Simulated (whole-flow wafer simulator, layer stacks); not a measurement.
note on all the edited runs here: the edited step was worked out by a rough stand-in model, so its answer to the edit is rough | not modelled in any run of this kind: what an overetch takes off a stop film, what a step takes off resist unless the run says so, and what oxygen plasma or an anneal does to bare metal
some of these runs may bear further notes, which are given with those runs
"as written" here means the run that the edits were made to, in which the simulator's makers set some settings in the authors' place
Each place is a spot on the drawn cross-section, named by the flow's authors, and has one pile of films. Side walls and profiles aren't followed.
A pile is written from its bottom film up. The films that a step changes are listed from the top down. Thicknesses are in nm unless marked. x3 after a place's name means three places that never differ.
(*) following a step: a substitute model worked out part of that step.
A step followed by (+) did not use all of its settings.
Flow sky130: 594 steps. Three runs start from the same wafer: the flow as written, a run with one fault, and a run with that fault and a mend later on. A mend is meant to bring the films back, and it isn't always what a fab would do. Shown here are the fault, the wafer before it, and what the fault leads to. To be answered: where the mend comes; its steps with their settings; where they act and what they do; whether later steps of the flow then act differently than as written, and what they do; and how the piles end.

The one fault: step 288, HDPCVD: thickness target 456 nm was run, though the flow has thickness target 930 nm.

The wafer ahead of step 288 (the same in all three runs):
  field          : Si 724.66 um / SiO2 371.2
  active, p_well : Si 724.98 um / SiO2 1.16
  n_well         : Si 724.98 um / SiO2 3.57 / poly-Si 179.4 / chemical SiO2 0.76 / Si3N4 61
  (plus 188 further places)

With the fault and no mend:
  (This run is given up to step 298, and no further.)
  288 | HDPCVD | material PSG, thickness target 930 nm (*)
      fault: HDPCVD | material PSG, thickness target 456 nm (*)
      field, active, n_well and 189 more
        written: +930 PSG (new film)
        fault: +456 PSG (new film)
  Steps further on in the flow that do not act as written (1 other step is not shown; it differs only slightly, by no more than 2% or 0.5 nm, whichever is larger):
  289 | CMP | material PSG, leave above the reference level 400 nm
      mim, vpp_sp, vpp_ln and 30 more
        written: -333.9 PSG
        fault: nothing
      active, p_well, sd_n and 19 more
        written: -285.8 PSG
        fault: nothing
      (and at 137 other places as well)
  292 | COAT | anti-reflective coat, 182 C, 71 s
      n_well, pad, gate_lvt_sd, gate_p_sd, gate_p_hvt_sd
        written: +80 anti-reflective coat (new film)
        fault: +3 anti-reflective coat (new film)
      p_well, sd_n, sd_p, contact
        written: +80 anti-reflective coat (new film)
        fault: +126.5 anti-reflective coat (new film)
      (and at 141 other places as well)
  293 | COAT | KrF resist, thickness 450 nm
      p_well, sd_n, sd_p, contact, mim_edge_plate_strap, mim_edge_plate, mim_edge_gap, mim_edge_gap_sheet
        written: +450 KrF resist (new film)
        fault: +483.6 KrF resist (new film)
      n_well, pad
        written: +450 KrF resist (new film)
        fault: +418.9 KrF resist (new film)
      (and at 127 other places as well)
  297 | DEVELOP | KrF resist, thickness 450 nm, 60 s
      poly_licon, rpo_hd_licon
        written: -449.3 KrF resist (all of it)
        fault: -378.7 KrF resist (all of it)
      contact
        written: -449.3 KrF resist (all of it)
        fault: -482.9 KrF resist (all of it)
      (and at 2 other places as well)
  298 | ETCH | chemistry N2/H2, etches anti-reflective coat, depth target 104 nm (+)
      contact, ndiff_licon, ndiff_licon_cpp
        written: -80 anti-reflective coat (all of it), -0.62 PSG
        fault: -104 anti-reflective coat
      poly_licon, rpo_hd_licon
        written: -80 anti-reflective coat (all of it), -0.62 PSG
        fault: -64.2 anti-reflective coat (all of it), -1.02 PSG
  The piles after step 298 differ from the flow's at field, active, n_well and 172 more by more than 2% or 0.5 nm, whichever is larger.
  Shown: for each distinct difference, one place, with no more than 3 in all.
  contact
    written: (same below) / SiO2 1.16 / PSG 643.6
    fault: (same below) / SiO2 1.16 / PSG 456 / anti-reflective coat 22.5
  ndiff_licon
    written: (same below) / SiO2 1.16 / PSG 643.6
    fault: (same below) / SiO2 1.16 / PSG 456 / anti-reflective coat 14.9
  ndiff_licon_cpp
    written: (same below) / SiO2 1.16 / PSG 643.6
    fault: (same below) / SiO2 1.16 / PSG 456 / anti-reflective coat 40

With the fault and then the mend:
  After step 288 comes the mend.
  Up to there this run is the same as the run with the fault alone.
  288a | HDPCVD | material PSG, thickness target 474 nm (*) (a further turn of the flow's step 288, with different settings)
      field, active, n_well and 189 more
        +474 PSG
  Later steps of the flow that are run all act as written at every place that is followed, up to a difference of at most 2% or 0.5 nm, whichever is larger.
  At the end the piles are close to the flow's at the places that both follow, differing by at most 2% or 0.5 nm, whichever is larger.
